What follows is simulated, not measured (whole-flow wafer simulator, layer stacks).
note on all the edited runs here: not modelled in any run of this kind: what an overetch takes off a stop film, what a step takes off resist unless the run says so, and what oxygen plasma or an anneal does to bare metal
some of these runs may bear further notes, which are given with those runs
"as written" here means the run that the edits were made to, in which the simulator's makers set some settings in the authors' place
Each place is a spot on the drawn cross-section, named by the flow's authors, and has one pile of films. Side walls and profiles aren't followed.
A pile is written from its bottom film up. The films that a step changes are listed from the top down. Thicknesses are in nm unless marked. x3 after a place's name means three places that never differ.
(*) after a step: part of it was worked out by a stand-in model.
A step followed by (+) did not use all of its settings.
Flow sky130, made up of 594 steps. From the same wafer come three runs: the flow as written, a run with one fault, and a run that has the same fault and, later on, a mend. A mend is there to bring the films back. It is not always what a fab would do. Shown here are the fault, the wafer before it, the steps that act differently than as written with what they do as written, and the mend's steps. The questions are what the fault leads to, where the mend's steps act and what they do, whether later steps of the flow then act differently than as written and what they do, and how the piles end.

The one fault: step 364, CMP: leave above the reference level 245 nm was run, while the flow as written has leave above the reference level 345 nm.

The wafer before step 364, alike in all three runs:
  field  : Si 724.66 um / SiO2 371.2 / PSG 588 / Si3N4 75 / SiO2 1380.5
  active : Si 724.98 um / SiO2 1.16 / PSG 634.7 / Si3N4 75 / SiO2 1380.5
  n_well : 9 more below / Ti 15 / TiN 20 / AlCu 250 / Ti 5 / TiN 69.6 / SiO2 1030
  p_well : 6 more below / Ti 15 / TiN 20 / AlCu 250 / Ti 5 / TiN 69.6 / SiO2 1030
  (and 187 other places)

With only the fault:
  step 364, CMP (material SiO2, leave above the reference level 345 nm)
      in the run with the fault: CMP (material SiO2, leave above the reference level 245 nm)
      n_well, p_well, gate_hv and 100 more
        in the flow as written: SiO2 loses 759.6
        in the run with the fault: SiO2 loses 859.6
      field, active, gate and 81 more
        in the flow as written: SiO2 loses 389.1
        in the run with the fault: SiO2 loses 489.1
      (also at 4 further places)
  Steps further on in the flow that do not act as written (not shown: 7 more steps that differ only slightly, by at most 2% or 0.5 nm, whichever is larger):
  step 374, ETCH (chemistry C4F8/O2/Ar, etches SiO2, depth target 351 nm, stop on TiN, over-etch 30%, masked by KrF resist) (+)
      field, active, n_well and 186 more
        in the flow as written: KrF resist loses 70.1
        in the run with the fault: KrF resist loses 44.1
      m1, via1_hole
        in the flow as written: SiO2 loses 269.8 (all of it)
        in the run with the fault: SiO2 loses 169.8 (all of it)
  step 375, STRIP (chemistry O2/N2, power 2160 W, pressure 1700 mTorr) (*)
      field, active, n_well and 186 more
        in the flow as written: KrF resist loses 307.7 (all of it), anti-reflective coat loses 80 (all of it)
        in the run with the fault: KrF resist loses 333.7 (all of it), anti-reflective coat loses 80 (all of it)
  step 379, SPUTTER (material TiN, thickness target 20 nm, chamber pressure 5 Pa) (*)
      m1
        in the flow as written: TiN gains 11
        in the run with the fault: TiN gains 13.1
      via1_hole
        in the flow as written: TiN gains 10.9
        in the run with the fault: TiN gains 13
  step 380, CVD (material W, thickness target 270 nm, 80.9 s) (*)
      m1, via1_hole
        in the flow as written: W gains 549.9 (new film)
        in the run with the fault: W gains 447.8 (new film)
  At field, active, n_well and 190 more, the piles at the end differ from the flow's by more than 2% or 0.5 nm, whichever is larger.
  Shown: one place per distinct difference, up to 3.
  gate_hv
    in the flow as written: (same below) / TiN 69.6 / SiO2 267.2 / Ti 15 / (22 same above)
    in the run with the fault: (same below) / TiN 69.6 / SiO2 167.2 / Ti 15 / (22 same above)
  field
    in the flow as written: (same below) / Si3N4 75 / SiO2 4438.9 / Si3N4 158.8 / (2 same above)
    in the run with the fault: (same below) / Si3N4 75 / SiO2 4338.9 / Si3N4 158.8 / (2 same above)
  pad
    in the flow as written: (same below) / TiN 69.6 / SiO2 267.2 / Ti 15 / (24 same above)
    in the run with the fault: (same below) / TiN 69.6 / SiO2 167.2 / Ti 15 / (24 same above)

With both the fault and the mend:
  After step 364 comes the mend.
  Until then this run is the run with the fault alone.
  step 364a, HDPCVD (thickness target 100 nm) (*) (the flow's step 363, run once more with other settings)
      field, active, n_well and 188 more
        SiO2 gains 100
  Every later step of the flow that is run acts as written, at every place that is followed, to within 2% or 0.5 nm, whichever is larger.
  At every place that both follow, the piles at the end match the flow's.
